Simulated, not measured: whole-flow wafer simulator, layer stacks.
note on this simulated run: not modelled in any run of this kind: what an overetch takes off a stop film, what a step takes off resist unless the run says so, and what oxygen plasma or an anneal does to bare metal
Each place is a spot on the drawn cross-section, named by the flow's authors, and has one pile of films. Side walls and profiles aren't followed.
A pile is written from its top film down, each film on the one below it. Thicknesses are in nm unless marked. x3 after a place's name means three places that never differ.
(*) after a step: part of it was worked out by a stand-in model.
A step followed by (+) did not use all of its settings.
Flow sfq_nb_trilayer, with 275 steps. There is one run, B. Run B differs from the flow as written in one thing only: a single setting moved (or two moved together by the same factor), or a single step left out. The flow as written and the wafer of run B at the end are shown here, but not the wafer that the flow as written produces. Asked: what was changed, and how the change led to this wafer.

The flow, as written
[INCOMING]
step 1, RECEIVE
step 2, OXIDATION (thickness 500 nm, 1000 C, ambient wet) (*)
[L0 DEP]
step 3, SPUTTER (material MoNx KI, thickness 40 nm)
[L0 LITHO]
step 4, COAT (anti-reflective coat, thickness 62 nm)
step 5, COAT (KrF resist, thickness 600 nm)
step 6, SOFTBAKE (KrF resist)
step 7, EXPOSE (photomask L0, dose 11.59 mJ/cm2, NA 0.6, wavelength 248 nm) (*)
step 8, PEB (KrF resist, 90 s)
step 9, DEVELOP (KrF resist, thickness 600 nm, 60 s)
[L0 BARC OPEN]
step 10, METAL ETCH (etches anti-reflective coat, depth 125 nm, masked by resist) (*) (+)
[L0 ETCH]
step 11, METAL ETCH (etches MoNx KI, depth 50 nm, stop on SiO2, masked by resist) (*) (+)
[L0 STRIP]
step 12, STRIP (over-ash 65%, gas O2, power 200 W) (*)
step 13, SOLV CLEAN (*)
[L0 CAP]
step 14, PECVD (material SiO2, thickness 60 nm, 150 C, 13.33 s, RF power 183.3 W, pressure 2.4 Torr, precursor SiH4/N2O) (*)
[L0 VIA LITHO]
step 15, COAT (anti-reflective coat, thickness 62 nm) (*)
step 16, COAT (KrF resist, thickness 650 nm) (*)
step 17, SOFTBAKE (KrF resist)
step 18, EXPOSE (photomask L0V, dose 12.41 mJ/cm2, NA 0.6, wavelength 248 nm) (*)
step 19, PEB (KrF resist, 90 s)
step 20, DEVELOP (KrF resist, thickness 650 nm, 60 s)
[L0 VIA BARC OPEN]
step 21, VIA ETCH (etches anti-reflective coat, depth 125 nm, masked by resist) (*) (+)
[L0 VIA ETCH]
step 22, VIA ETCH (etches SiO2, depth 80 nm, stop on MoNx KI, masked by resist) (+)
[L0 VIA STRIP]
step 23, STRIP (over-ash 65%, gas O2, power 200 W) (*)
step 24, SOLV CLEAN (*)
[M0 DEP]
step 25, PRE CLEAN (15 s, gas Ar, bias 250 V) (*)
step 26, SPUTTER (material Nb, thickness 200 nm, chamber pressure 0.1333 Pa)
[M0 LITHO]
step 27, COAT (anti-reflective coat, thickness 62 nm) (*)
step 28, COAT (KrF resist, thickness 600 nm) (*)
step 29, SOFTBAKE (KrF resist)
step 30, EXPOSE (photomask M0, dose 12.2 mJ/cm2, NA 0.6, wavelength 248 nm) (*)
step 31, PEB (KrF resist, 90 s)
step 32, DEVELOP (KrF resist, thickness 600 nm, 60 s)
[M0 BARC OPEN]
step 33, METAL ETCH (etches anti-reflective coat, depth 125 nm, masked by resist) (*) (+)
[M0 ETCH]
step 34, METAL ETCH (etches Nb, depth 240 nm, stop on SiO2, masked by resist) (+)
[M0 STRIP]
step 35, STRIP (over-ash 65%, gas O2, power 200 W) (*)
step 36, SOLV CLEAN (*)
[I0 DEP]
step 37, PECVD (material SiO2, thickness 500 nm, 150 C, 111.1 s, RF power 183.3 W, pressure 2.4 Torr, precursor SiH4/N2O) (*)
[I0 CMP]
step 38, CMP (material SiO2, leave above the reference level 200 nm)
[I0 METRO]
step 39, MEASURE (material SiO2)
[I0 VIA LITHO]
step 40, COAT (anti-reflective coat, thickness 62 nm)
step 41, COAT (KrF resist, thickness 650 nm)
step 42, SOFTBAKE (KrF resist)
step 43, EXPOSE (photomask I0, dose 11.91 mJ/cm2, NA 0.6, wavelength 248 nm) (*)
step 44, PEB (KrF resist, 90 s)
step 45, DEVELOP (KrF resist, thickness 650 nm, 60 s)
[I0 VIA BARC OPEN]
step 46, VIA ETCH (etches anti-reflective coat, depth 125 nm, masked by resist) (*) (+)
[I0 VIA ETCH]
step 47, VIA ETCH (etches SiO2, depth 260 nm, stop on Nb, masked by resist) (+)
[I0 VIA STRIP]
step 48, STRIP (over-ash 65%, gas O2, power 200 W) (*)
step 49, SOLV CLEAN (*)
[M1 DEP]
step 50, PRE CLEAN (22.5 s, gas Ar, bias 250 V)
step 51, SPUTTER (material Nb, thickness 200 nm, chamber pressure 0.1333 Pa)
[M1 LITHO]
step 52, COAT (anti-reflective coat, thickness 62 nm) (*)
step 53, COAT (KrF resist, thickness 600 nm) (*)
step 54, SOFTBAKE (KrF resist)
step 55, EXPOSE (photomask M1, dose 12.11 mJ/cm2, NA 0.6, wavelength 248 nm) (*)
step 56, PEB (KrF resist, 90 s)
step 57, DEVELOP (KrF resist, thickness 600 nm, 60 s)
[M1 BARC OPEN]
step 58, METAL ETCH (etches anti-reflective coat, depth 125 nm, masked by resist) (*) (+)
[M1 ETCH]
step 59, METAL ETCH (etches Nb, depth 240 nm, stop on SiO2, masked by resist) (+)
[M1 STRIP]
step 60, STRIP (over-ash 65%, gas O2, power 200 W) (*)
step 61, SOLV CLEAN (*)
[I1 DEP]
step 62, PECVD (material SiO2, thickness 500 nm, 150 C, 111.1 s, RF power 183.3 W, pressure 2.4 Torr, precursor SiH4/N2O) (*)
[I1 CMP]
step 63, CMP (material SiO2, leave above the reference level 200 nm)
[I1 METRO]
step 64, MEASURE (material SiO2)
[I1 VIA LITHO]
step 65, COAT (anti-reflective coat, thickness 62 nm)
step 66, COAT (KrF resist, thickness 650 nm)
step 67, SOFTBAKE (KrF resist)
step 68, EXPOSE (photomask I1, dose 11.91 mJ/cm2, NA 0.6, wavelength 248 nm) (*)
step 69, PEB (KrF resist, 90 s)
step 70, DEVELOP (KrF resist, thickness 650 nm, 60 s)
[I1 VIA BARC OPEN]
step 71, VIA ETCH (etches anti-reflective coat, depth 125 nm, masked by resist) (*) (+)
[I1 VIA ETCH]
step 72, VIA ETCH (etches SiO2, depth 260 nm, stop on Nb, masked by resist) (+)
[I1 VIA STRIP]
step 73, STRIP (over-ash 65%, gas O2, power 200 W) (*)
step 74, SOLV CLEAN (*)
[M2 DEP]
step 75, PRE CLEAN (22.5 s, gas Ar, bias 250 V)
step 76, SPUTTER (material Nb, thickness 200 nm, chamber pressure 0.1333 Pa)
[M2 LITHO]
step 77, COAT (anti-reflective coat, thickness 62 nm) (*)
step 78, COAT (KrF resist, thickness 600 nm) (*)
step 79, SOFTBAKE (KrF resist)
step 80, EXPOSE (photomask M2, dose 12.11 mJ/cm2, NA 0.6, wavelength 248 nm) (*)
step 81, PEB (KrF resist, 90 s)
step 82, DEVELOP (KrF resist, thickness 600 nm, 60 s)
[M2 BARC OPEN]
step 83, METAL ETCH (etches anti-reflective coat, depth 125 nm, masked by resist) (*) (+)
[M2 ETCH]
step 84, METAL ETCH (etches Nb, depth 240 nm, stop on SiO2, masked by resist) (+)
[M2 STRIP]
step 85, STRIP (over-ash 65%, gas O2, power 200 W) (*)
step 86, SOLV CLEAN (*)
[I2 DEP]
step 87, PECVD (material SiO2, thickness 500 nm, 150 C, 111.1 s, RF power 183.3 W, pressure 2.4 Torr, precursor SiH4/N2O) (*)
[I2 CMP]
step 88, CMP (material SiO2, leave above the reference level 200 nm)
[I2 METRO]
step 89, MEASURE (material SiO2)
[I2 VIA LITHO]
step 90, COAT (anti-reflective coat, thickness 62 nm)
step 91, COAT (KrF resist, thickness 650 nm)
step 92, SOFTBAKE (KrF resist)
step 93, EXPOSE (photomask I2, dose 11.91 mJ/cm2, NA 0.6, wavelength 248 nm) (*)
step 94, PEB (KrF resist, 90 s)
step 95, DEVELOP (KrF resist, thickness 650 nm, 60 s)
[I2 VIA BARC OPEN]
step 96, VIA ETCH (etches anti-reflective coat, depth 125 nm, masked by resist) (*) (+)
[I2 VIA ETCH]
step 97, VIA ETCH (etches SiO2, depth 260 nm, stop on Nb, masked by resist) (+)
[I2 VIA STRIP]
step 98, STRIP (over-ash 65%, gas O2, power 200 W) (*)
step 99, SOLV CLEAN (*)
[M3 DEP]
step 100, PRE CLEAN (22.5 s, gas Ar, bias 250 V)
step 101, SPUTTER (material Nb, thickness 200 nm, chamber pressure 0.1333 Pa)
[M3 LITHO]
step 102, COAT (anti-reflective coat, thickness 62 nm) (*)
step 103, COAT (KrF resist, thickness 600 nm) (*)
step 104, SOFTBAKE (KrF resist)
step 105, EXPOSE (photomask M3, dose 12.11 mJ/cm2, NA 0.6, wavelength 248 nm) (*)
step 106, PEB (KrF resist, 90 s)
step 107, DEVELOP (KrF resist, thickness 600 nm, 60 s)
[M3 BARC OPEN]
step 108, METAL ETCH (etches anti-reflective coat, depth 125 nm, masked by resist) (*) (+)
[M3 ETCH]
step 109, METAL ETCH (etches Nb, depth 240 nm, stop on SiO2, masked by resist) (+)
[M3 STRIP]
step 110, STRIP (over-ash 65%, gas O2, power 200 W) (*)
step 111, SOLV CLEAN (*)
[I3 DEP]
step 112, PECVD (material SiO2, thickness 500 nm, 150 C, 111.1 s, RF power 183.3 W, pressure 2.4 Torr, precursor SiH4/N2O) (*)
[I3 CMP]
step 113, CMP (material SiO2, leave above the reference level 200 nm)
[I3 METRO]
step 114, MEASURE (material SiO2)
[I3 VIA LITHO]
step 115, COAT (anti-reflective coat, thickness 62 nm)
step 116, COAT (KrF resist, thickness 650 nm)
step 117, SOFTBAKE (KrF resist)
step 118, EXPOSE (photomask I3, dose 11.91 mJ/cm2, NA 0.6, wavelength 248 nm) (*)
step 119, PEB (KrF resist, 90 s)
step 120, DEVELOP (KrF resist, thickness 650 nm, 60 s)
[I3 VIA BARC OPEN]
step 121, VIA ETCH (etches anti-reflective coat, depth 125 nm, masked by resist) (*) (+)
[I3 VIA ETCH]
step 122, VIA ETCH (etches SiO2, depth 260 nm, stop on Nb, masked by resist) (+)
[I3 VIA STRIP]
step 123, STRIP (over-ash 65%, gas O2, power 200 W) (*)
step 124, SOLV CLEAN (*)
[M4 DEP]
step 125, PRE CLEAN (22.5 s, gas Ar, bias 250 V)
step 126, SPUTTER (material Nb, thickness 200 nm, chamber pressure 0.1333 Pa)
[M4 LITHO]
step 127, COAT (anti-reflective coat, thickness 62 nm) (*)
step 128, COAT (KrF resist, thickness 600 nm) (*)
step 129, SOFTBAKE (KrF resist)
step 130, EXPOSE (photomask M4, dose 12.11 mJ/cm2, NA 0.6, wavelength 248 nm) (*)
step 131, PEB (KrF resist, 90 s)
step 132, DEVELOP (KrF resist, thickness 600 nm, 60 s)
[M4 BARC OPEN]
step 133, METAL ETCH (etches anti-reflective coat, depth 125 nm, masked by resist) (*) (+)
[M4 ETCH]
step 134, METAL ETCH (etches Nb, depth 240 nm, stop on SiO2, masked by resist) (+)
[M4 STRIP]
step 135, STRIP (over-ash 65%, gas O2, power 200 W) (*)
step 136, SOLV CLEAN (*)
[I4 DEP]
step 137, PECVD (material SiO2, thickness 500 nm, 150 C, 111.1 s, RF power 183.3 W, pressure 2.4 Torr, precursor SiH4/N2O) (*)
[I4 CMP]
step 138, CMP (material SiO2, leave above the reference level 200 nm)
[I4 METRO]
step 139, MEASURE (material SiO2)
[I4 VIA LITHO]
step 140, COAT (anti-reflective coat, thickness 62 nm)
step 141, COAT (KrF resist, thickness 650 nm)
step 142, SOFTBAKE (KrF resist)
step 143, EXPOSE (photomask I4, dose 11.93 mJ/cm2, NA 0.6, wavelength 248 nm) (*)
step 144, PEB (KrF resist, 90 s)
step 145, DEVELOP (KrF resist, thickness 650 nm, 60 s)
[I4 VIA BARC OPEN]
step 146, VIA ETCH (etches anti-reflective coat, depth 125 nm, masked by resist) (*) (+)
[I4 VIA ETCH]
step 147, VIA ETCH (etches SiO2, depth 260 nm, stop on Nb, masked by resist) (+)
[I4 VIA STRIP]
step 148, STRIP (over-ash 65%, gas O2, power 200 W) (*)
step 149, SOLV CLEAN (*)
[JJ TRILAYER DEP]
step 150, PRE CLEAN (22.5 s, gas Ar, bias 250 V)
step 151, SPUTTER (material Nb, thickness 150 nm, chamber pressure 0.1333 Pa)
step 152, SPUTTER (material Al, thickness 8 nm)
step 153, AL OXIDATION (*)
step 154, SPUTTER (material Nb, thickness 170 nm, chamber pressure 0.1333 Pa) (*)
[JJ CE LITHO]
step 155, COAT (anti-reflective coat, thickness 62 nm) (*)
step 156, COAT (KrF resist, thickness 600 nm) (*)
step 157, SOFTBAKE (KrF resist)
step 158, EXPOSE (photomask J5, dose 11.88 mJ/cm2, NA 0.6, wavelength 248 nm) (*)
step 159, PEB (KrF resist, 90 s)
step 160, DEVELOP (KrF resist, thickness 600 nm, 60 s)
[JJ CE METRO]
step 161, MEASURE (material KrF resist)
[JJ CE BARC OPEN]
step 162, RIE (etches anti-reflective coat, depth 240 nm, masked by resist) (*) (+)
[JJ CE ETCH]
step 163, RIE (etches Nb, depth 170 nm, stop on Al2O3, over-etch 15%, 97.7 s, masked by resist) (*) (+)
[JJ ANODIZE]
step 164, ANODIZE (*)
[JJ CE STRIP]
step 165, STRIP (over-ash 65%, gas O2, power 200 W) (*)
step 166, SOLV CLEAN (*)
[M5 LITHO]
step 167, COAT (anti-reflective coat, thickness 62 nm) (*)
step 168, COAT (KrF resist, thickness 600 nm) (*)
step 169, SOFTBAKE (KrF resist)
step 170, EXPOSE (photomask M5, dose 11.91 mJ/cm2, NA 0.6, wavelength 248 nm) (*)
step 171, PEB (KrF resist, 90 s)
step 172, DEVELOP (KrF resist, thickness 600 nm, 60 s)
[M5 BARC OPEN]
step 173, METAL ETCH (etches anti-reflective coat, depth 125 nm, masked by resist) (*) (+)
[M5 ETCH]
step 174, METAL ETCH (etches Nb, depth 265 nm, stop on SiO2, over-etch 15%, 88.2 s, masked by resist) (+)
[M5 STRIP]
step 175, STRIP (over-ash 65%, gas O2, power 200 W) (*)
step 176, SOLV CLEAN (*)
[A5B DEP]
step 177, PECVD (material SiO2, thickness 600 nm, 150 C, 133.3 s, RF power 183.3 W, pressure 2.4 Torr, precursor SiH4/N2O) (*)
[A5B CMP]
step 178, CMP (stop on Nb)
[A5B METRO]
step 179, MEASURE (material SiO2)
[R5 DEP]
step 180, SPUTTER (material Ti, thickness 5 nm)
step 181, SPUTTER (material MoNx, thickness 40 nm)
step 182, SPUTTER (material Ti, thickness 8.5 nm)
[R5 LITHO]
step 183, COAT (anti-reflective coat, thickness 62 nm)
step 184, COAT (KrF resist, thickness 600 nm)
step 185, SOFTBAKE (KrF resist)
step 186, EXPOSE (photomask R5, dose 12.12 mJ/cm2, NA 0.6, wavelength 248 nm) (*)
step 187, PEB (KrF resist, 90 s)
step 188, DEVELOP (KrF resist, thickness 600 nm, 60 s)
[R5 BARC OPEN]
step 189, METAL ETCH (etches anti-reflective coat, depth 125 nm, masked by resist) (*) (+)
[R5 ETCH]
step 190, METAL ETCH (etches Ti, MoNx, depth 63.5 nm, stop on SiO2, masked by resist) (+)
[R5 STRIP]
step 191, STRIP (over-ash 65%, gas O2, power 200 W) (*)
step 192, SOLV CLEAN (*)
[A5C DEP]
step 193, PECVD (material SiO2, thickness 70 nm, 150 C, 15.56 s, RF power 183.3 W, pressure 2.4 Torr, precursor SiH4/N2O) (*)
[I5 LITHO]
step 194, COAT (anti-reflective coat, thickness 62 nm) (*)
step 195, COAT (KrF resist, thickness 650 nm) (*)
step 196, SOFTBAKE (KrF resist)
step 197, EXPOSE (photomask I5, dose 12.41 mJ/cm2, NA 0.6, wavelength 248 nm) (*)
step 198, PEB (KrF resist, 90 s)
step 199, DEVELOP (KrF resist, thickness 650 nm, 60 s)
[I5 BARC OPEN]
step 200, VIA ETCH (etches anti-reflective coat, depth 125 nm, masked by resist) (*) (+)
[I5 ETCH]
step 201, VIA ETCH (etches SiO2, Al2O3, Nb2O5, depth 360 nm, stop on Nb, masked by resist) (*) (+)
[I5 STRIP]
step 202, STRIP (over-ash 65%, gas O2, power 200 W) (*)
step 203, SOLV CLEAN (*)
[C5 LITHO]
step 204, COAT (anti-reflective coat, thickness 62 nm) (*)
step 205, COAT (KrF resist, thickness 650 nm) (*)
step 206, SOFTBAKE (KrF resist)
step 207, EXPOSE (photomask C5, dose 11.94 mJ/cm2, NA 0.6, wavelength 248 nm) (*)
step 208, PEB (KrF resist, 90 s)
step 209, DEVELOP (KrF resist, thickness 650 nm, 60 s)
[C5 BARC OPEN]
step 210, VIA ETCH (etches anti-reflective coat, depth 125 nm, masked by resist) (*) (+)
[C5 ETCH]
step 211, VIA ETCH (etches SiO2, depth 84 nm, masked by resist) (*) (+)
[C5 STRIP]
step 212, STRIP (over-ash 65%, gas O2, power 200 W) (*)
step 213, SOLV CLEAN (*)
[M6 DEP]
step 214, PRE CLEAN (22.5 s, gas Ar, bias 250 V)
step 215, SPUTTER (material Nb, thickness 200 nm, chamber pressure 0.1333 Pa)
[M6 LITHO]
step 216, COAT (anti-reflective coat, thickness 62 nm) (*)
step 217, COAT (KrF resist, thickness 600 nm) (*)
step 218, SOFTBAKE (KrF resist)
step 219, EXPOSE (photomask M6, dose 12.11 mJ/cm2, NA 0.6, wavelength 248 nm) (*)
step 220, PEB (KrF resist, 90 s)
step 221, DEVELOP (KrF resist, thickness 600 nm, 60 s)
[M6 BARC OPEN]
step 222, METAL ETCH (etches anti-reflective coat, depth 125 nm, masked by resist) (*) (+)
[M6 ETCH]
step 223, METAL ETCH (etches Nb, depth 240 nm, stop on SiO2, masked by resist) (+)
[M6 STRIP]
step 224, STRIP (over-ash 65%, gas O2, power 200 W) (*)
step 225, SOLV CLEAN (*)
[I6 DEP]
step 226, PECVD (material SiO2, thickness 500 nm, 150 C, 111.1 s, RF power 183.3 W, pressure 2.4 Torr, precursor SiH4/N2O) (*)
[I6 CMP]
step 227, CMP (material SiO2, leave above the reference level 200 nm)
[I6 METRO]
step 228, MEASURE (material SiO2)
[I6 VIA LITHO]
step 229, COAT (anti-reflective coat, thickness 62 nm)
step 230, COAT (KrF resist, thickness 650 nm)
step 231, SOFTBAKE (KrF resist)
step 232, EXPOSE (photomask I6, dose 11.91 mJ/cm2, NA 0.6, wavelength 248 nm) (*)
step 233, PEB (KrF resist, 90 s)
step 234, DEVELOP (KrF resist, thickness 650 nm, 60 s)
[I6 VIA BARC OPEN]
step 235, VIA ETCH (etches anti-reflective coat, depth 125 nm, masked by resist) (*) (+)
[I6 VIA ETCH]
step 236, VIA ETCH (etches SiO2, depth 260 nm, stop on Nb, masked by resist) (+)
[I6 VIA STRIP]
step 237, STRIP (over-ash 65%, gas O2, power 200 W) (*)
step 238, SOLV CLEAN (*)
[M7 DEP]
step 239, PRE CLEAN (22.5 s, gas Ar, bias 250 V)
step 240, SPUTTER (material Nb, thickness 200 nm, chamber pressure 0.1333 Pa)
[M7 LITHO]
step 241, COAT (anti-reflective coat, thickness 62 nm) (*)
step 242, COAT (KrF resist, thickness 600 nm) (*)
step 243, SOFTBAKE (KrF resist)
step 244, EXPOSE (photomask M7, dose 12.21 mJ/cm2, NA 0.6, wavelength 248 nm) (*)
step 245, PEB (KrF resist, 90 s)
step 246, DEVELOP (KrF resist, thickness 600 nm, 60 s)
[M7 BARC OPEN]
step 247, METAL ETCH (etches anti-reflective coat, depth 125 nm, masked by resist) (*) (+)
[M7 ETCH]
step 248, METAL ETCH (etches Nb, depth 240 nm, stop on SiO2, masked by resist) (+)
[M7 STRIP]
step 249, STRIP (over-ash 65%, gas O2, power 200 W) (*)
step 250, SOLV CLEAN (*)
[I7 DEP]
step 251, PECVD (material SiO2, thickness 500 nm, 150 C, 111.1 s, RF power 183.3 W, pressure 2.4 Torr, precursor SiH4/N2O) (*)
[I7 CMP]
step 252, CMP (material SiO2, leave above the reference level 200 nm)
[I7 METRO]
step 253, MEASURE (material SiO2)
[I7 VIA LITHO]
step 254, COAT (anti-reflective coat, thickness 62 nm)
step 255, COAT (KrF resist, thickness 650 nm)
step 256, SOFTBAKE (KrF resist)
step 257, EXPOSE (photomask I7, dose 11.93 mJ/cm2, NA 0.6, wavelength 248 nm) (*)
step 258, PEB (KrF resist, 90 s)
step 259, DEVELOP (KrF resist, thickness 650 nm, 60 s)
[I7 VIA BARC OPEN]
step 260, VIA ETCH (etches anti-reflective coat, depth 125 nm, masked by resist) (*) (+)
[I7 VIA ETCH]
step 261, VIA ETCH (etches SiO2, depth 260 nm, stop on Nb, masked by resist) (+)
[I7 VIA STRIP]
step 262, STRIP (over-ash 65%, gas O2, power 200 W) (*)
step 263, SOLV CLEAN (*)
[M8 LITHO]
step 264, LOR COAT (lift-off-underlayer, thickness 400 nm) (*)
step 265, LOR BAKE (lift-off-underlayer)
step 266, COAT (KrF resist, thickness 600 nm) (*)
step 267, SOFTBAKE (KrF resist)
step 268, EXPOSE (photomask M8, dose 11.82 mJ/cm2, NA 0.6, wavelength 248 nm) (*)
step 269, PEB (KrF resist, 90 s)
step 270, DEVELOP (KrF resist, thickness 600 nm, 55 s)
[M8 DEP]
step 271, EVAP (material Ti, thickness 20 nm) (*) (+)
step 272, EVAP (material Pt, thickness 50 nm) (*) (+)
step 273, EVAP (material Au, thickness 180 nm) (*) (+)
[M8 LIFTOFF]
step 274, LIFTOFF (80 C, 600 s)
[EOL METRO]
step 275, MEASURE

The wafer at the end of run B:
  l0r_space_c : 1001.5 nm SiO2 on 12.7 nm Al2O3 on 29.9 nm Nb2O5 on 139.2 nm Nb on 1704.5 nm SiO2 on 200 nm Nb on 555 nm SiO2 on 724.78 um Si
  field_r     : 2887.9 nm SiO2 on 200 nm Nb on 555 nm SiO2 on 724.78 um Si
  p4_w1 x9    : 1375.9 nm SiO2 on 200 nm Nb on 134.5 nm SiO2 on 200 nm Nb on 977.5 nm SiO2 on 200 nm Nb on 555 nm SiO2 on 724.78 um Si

The reason: step 113, CMP: leave above the reference level 142 nm was run, while the flow as written has leave above the reference level 200 nm.

The path from the change to this, step by step:
  step 113, CMP (material SiO2, leave above the reference level 200 nm)
      field_l, be, be_sur and 64 more: SiO2 loses 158 (in the flow as written it would be: SiO2 loses 100)
      v_sur, via_wl, via_wr and 27 more: SiO2 loses 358 (in the flow as written it would be: SiO2 loses 300)
      (also at 9 further places)
  step 122, VIA ETCH (etches SiO2, depth 260 nm, stop on Nb, masked by resist) (+)
      field_l, v_sur, via_wl and 102 more: KrF resist loses 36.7 (in the flow as written it would be: KrF resist loses 44.8)
      via_v: SiO2 loses 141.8 (all of it) (in the flow as written it would be: SiO2 loses 199.8 (all of it))
  step 126, SPUTTER (material Nb, thickness 200 nm, chamber pressure 0.1333 Pa)
      via_v: Nb gains 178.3 (in the flow as written it would be: Nb gains 165.5)
  step 127, COAT (anti-reflective coat, thickness 62 nm) (*)
      via_sp: anti-reflective coat gains 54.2 (new film) (in the flow as written it would be: anti-reflective coat gains 53 (new film))
      via_v: anti-reflective coat gains 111 (new film) (in the flow as written it would be: anti-reflective coat gains 124.8 (new film))
      (also at 1 further place)
  step 128, COAT (KrF resist, thickness 600 nm) (*)
      via_v: KrF resist gains 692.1 (new film) (in the flow as written it would be: KrF resist gains 739.8 (new film))
  step 135, STRIP (over-ash 65%, gas O2, power 200 W) (*)
      via_sp: KrF resist loses 377.8 (all of it), anti-reflective coat loses 54.2 (all of it) (in the flow as written it would be: KrF resist loses 373.9 (all of it), anti-reflective coat loses 53 (all of it))
      via_v: KrF resist loses 474.3 (all of it), anti-reflective coat loses 111 (all of it) (in the flow as written it would be: KrF resist loses 521.8 (all of it), anti-reflective coat loses 124.8 (all of it))
      (also at 1 further place)
  step 137, PECVD (material SiO2, thickness 500 nm, 150 C, 111.1 s, RF power 183.3 W, pressure 2.4 Torr, precursor SiH4/N2O) (*)
      via_v: SiO2 gains 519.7 (new film) (in the flow as written it would be: SiO2 gains 615 (new film))
  step 138, CMP (material SiO2, leave above the reference level 200 nm)
      via_v: SiO2 loses 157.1 (in the flow as written it would be: SiO2 loses 181.6)
